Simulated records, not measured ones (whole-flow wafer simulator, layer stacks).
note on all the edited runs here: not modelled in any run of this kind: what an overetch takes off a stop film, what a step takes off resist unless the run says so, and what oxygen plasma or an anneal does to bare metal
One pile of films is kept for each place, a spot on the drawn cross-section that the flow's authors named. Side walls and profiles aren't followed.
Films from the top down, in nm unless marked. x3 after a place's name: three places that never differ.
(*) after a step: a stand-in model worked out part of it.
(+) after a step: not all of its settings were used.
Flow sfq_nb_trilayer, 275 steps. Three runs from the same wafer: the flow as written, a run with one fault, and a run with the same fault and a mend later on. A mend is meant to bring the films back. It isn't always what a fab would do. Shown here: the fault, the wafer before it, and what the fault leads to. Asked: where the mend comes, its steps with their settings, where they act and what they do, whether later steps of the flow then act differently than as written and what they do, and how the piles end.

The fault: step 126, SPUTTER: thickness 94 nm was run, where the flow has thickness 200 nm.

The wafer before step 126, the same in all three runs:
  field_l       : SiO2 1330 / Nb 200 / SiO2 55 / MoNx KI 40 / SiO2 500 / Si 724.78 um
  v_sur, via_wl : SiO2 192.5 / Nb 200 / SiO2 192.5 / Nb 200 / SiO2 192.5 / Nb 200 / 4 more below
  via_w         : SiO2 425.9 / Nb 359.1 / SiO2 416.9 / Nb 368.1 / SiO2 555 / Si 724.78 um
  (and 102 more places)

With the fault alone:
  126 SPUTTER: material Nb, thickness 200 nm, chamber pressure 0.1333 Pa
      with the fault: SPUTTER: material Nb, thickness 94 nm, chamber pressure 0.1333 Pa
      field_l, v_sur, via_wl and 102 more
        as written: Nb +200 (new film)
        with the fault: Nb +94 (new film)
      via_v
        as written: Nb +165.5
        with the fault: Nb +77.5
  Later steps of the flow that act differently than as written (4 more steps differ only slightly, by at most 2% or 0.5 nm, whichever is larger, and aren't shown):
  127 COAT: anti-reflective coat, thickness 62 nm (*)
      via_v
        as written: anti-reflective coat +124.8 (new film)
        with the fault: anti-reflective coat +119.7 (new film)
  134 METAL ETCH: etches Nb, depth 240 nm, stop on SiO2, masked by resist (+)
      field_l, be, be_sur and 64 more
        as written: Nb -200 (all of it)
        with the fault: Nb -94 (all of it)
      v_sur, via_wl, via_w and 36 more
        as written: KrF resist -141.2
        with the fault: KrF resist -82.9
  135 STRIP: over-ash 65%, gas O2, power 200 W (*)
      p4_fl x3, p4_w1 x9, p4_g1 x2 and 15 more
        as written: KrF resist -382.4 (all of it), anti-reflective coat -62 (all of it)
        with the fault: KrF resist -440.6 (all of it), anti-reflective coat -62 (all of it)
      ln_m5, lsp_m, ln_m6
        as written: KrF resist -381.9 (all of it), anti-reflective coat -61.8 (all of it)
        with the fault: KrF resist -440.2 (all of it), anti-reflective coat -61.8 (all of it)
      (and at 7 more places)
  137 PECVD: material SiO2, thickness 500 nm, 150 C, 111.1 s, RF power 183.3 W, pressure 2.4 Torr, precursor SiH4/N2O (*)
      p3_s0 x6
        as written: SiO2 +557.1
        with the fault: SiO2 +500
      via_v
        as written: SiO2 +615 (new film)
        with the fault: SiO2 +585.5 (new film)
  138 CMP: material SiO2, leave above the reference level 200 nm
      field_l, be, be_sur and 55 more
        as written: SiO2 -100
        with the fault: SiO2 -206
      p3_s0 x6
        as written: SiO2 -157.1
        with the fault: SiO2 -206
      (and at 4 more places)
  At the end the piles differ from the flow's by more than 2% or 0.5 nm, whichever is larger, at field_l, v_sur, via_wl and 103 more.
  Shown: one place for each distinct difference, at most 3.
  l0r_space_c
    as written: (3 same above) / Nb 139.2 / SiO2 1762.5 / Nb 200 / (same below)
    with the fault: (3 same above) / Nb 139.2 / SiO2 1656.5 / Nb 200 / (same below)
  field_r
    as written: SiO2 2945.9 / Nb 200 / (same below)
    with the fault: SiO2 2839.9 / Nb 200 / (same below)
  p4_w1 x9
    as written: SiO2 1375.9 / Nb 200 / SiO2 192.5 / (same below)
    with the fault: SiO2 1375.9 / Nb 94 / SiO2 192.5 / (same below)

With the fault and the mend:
  The mend comes after step 126.
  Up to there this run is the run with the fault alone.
  126a SPUTTER: material Nb, thickness 106 nm, chamber pressure 0.1333 Pa (the flow's step 126 once more, with other settings)
      field_l, v_sur, via_wl and 102 more
        Nb +106
      via_v
        Nb +86.9
  No later step of the flow acts differently than as written, at any place that is followed, by more than 2% or 0.5 nm, whichever is larger.
  At the end the piles differ from the flow's only slightly at the places that both follow, by at most 2% or 0.5 nm, whichever is larger.
